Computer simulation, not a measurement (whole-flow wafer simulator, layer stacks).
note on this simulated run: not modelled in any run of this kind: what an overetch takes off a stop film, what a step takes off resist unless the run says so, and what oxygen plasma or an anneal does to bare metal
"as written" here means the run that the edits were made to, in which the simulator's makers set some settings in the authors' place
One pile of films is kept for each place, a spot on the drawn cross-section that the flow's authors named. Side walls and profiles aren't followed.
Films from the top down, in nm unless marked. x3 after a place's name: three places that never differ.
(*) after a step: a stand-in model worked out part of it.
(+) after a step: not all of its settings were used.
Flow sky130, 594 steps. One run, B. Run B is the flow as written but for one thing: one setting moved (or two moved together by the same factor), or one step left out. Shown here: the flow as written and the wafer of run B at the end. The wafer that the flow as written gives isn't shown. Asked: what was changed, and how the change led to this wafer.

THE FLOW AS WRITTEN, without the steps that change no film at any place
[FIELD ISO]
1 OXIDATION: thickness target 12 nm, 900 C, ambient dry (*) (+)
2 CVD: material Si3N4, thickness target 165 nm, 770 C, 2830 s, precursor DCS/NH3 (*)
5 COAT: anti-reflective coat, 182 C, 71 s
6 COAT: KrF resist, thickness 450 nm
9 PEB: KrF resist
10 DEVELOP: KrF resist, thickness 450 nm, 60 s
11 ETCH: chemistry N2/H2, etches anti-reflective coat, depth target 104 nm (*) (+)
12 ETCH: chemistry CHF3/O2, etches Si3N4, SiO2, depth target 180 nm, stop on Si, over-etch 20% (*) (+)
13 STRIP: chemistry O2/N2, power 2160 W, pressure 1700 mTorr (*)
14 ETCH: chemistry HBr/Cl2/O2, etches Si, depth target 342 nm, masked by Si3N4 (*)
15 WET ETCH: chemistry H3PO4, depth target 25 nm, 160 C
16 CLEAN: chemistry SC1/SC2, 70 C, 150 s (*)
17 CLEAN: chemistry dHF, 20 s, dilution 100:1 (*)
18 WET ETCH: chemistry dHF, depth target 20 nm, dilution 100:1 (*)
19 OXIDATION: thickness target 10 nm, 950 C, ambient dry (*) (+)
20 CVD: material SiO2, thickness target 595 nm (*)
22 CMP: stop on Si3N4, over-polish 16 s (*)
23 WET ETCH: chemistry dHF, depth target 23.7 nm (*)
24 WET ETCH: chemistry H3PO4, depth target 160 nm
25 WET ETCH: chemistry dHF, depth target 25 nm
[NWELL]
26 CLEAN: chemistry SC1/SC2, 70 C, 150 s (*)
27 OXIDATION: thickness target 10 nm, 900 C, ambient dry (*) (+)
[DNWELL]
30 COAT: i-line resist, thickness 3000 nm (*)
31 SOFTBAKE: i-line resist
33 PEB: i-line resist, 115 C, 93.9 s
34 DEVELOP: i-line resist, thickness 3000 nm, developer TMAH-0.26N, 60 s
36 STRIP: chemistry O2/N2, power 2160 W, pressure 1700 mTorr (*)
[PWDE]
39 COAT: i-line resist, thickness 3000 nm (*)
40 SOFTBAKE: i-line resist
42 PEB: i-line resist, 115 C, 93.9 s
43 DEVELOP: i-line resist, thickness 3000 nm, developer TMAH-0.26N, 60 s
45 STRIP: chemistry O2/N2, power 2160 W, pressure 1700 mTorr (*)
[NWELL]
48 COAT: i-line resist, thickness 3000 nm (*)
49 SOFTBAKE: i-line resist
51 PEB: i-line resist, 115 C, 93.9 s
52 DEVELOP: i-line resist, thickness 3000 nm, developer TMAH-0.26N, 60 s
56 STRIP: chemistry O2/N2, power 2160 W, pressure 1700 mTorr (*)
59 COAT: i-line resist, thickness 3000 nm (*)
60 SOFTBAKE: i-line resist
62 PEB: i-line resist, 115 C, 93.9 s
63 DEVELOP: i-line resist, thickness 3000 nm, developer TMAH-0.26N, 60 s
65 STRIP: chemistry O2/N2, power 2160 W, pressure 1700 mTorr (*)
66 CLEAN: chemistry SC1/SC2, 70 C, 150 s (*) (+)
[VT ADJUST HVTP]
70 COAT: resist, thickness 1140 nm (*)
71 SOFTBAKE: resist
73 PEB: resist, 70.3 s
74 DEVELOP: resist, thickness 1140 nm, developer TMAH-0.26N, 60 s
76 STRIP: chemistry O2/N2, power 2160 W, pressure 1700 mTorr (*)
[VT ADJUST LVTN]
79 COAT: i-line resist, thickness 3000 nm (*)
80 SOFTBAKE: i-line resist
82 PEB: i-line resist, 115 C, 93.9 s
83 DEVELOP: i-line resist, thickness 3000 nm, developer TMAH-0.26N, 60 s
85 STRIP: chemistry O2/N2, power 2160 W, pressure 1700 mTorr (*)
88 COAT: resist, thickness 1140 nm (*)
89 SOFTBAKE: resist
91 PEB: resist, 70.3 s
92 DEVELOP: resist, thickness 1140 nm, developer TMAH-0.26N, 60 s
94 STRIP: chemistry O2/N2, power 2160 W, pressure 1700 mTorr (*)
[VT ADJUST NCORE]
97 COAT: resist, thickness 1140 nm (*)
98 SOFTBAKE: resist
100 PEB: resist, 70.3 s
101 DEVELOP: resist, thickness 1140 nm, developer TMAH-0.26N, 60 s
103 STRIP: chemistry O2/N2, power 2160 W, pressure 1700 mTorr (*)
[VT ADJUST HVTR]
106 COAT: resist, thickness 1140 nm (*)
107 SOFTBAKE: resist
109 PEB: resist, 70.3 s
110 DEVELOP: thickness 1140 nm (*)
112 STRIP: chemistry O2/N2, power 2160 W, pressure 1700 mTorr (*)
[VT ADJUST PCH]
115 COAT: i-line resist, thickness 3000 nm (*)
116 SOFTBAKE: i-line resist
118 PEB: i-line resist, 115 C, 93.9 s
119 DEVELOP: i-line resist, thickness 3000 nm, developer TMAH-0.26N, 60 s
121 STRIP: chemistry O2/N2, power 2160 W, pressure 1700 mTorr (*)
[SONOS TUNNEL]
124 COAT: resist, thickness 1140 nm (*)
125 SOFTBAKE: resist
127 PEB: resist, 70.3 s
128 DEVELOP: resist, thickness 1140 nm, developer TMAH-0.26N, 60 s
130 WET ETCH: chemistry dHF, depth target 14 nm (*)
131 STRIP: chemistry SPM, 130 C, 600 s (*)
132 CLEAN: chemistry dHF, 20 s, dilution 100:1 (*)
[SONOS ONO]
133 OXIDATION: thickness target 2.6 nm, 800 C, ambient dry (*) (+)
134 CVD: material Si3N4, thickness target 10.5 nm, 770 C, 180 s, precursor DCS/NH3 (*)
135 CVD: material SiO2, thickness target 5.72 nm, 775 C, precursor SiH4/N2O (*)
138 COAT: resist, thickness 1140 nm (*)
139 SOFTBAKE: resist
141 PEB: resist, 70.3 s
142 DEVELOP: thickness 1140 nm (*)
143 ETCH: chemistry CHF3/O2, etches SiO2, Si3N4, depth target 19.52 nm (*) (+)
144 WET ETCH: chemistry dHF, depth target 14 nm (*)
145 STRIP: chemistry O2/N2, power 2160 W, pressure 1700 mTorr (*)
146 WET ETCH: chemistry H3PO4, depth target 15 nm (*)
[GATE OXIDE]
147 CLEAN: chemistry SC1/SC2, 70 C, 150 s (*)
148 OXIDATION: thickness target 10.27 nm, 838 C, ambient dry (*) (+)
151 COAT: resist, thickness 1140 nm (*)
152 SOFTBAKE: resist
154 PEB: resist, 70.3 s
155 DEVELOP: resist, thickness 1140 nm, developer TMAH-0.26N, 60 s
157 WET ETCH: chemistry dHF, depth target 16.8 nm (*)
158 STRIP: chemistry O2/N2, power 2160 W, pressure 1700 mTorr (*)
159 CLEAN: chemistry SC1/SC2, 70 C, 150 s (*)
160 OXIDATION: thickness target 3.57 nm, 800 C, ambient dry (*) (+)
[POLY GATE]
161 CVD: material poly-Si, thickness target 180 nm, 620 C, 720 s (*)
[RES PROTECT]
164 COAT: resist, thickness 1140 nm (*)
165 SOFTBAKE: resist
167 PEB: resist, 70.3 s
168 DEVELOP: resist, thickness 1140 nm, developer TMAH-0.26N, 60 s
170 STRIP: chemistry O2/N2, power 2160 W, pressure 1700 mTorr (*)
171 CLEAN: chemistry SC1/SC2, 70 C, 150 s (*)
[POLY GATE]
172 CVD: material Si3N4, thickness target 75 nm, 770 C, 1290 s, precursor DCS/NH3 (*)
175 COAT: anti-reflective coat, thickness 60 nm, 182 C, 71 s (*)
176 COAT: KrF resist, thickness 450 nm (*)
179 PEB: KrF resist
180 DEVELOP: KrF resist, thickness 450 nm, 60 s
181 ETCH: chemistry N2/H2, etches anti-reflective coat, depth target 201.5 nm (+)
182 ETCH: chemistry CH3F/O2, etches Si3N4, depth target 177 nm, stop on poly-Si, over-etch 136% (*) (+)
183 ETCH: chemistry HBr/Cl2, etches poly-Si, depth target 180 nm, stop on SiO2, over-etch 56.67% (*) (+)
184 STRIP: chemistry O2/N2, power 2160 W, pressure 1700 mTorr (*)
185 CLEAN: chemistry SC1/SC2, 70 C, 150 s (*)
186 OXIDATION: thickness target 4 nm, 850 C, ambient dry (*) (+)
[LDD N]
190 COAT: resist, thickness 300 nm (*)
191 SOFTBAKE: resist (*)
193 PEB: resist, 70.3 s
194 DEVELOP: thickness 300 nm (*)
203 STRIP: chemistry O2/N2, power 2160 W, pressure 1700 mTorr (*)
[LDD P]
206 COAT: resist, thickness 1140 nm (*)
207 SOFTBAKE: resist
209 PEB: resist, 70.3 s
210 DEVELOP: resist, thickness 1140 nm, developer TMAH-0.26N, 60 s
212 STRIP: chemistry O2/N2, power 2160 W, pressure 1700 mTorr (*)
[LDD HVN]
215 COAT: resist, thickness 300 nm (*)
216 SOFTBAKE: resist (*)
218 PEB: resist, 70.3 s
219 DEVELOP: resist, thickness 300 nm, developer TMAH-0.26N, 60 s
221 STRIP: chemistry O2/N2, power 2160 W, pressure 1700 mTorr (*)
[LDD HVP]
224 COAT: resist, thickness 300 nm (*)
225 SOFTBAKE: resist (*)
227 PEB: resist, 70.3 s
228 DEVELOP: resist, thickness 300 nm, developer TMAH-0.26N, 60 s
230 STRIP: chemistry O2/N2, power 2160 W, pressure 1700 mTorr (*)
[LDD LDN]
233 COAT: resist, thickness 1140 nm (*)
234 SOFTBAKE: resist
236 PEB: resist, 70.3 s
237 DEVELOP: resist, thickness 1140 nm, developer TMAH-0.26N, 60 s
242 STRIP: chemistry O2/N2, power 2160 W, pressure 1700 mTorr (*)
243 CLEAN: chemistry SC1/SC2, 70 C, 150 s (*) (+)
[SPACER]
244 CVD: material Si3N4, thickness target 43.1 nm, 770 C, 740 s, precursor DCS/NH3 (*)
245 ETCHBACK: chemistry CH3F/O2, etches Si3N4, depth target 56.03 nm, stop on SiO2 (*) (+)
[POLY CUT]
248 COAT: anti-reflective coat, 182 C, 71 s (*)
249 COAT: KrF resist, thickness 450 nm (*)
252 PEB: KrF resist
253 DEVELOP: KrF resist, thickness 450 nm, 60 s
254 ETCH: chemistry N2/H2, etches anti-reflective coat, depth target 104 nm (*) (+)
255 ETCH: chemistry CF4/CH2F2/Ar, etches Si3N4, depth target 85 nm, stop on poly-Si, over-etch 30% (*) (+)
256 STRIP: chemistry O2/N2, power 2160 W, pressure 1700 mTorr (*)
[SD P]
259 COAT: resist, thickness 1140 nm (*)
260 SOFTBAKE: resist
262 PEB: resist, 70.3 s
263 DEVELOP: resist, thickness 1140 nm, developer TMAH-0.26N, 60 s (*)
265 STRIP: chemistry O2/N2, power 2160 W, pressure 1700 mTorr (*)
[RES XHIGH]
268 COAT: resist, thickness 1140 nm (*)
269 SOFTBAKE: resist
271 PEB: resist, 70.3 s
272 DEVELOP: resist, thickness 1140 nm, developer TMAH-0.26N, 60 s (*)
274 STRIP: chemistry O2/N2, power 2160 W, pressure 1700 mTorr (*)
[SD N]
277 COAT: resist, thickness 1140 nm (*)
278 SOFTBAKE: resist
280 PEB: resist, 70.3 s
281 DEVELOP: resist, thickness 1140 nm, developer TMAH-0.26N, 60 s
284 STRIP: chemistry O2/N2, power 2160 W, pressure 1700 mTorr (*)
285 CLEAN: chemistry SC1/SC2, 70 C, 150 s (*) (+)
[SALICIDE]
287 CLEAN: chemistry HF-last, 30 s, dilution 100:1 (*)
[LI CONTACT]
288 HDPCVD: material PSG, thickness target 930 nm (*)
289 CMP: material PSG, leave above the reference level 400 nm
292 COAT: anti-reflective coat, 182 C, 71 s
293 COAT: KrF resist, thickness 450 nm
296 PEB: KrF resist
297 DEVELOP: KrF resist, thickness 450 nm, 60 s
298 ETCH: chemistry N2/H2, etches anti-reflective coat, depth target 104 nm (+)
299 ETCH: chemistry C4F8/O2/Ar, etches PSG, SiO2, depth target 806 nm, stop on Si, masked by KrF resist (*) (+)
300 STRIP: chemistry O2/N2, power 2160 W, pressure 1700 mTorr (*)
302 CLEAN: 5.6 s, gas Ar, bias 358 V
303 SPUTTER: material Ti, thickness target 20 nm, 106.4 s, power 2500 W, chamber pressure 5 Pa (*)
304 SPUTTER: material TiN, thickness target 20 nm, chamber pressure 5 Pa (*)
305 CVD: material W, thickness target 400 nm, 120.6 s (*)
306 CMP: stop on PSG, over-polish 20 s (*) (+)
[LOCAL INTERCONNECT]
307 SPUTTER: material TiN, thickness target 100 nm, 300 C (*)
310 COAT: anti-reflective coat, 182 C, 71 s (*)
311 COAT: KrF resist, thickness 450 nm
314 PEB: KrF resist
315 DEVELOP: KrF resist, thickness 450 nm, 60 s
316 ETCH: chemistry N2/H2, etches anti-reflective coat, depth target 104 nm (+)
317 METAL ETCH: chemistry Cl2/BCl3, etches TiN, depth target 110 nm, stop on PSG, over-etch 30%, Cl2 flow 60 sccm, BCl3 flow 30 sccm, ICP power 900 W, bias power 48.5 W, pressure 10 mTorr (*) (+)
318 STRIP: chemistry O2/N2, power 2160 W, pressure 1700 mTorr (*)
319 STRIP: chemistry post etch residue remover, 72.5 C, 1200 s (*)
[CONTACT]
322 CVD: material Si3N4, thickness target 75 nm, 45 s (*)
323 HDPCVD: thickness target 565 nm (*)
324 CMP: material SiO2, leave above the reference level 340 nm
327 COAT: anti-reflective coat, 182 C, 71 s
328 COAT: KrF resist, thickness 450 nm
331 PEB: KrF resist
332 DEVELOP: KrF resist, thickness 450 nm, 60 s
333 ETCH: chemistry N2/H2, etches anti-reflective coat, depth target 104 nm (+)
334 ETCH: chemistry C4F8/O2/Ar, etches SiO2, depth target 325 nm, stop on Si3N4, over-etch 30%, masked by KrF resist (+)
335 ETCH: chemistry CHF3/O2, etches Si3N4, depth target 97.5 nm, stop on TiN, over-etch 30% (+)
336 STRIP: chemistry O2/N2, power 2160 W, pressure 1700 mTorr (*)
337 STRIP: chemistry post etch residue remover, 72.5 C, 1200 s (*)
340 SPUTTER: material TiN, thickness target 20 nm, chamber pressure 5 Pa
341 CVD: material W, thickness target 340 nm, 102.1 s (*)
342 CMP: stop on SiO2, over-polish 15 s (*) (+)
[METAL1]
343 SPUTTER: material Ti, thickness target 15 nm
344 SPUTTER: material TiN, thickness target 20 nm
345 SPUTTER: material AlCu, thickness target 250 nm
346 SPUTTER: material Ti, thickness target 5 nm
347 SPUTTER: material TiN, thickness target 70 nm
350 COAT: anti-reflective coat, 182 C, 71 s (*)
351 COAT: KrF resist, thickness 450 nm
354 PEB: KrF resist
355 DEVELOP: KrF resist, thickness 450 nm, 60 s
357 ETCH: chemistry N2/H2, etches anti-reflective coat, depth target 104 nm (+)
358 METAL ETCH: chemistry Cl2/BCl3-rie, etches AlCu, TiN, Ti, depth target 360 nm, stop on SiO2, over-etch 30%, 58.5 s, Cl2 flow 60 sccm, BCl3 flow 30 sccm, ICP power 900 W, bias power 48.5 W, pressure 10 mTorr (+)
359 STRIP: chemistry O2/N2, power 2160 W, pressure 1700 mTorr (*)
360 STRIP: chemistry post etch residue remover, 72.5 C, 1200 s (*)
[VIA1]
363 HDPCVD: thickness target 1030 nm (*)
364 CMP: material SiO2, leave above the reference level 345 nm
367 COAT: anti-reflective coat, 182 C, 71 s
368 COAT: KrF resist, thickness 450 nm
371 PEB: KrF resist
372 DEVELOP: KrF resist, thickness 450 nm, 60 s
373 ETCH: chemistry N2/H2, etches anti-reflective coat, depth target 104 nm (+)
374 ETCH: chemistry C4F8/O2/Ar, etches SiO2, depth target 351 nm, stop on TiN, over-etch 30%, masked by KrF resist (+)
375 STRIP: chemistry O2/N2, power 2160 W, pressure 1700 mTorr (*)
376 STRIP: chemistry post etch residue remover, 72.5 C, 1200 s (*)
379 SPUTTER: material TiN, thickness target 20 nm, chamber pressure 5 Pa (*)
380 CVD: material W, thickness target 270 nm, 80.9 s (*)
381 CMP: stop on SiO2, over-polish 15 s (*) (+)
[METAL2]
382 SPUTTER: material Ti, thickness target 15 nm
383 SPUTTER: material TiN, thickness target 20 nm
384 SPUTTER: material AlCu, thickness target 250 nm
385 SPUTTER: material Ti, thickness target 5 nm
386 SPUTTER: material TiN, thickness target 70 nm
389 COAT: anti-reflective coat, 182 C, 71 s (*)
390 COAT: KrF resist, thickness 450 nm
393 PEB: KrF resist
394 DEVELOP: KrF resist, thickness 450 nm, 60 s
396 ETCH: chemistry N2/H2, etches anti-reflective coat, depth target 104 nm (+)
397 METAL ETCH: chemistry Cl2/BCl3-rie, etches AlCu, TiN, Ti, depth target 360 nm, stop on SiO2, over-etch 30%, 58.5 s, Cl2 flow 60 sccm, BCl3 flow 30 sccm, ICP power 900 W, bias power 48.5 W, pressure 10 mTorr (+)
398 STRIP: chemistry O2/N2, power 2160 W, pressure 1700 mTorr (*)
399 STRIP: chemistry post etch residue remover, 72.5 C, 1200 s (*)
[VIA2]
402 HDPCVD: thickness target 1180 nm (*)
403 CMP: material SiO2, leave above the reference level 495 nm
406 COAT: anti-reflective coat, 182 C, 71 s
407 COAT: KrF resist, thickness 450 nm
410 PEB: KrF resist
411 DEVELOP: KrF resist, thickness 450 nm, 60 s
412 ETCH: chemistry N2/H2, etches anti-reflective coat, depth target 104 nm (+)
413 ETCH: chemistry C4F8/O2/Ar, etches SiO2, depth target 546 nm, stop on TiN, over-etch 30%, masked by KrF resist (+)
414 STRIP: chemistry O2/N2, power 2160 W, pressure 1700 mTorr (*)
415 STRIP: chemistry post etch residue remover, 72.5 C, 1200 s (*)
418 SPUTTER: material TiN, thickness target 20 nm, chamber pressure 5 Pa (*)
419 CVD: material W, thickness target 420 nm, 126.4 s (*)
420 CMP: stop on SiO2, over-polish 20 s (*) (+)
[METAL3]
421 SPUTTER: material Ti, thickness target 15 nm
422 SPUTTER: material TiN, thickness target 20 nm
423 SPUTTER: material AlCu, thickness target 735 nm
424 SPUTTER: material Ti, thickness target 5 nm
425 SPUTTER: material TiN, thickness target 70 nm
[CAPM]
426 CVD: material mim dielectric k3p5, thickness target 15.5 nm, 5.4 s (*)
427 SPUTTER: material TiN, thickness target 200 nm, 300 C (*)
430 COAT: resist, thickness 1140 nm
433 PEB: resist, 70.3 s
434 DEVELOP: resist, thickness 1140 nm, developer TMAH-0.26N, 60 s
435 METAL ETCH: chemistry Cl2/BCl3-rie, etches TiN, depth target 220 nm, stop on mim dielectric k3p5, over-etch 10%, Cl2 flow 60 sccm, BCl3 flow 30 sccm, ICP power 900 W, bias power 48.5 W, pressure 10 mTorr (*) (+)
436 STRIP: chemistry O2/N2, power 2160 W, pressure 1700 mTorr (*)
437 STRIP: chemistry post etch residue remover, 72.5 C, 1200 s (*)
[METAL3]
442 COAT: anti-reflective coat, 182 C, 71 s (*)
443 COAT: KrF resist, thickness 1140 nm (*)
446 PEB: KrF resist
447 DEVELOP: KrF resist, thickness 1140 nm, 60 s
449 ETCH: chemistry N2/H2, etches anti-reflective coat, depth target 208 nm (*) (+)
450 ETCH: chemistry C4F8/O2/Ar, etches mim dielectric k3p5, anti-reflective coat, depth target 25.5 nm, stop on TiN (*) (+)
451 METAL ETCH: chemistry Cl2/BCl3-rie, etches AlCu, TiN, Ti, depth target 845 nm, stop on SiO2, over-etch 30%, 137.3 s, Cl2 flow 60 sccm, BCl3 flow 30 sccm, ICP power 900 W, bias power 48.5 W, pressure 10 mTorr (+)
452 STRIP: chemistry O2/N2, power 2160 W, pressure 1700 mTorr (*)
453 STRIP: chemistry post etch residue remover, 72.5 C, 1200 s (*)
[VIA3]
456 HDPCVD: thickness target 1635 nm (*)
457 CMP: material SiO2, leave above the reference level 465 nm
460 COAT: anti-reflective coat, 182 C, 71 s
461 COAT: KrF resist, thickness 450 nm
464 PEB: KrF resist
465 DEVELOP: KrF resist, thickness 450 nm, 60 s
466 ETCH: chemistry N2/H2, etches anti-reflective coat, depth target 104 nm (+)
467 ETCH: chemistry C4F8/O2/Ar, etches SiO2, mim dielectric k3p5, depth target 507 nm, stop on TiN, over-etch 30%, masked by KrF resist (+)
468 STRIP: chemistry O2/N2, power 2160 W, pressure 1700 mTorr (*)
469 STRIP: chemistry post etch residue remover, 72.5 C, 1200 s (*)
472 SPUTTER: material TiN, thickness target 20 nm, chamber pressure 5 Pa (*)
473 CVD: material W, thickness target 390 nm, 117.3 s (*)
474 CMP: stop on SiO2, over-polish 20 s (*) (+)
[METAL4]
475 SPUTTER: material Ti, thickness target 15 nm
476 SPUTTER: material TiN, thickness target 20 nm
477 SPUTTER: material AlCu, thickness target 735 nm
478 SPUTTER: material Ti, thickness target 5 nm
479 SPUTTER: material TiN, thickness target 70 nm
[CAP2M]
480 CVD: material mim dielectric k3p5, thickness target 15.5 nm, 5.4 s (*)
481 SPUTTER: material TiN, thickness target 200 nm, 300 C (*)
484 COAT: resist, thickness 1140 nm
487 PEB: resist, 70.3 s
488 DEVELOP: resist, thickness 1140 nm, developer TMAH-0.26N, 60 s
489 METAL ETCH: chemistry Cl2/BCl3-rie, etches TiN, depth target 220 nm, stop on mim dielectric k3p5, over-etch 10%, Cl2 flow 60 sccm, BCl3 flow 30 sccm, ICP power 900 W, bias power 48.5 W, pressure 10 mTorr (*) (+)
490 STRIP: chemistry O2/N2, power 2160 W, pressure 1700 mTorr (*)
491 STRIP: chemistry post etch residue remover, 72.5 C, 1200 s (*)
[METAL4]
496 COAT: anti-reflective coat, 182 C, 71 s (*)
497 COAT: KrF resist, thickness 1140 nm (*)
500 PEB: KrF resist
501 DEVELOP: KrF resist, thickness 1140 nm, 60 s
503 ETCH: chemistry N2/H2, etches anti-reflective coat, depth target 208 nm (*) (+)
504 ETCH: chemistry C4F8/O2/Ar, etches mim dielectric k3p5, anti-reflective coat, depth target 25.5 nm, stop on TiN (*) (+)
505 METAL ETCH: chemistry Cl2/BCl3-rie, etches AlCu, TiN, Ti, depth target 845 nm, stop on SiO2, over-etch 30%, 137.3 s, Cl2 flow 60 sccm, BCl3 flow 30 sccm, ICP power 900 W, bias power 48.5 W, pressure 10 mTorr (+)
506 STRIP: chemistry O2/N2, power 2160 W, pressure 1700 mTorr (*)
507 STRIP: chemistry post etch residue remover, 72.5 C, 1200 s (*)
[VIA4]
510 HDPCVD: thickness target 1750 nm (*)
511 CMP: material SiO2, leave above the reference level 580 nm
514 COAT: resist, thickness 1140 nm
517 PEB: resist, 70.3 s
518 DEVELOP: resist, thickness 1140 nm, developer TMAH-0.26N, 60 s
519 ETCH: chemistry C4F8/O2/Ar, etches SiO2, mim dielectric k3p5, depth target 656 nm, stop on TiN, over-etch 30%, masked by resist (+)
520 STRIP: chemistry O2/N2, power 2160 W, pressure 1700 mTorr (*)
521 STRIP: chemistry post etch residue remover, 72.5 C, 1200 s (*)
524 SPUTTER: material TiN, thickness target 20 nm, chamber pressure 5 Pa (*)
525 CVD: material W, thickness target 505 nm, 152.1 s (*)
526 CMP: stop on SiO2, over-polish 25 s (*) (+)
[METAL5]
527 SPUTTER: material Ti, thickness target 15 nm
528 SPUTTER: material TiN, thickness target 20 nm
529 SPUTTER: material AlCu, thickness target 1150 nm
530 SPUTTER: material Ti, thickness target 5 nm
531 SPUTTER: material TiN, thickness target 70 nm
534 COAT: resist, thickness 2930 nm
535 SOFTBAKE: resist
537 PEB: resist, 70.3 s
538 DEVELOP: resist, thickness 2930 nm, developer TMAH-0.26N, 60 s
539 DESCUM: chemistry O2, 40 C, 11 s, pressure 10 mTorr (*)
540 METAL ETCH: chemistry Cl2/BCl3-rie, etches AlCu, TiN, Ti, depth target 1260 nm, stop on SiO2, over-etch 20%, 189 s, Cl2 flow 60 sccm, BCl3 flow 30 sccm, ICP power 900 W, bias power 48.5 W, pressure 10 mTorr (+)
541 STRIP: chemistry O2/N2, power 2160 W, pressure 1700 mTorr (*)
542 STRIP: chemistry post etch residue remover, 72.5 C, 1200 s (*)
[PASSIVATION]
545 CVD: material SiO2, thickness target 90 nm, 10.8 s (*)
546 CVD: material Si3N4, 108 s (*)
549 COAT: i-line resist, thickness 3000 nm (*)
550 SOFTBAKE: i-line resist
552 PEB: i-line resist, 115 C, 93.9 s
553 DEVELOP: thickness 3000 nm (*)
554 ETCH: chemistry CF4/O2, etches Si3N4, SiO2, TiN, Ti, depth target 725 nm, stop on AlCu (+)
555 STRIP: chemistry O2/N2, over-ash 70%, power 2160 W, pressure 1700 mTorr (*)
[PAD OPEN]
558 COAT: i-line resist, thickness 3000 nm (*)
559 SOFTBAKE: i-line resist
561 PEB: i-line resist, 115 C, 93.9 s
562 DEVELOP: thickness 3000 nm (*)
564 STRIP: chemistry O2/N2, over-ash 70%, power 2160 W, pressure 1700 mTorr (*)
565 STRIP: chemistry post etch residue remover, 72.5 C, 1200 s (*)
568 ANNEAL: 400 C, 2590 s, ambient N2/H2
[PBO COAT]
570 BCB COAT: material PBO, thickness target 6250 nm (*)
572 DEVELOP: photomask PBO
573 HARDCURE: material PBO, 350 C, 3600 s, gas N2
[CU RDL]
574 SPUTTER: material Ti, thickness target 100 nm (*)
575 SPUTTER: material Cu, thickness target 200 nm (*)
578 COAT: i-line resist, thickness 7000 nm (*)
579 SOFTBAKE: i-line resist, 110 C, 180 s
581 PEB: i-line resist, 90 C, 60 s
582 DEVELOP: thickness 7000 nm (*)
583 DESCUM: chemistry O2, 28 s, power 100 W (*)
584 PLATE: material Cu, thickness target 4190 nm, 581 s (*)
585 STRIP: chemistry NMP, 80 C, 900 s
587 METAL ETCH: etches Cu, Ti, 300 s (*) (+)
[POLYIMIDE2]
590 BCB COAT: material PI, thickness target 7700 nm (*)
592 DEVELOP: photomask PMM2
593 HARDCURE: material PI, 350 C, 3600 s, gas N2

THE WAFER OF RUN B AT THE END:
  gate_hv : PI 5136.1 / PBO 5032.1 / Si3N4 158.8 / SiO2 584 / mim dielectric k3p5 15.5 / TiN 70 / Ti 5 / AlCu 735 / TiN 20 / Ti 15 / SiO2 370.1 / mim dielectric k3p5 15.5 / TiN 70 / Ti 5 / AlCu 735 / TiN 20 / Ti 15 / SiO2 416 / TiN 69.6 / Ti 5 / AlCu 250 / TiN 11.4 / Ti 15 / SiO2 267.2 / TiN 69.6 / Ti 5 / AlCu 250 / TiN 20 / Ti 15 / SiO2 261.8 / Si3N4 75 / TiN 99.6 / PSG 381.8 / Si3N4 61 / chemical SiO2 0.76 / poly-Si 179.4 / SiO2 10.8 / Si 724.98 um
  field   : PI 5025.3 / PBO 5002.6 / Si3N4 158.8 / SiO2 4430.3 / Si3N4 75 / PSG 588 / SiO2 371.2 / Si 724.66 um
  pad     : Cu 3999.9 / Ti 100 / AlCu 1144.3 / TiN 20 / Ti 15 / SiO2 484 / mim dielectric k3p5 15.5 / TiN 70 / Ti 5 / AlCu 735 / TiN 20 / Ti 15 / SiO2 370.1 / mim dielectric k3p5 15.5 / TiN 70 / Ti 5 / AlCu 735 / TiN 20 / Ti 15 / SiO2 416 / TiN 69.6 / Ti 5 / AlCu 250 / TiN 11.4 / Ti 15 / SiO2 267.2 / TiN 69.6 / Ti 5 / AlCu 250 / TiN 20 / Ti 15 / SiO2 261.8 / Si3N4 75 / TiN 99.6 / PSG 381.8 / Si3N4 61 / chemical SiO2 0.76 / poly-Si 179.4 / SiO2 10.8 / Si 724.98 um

The cause: step 383, SPUTTER: thickness target 11.4 nm was run, where the flow has thickness target 20 nm.
It can be read off the wafer: gate_hv has TiN 11.4, and step 383 as written asks for 20 nm.

How the change led to this, step by step:
  383 SPUTTER: material TiN, thickness target 20 nm
      field, active, n_well and 188 more: TiN +11.4 (new film) (as written it would be: TiN +20 (new film))
  397 METAL ETCH: chemistry Cl2/BCl3-rie, etches AlCu, TiN, Ti, depth target 360 nm, stop on SiO2, over-etch 30%, 58.5 s, Cl2 flow 60 sccm, BCl3 flow 30 sccm, ICP power 900 W, bias power 48.5 W, pressure 10 mTorr (+)
      field, active, gate and 82 more: TiN -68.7 (all of it), Ti -5 (all of it), AlCu -250 (all of it), TiN -11.4 (all of it), Ti -15 (all of it), SiO2 -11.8 (as written it would be: TiN -68.7 (all of it), Ti -5 (all of it), AlCu -250 (all of it), TiN -20 (all of it), Ti -15 (all of it), SiO2 -10.9)
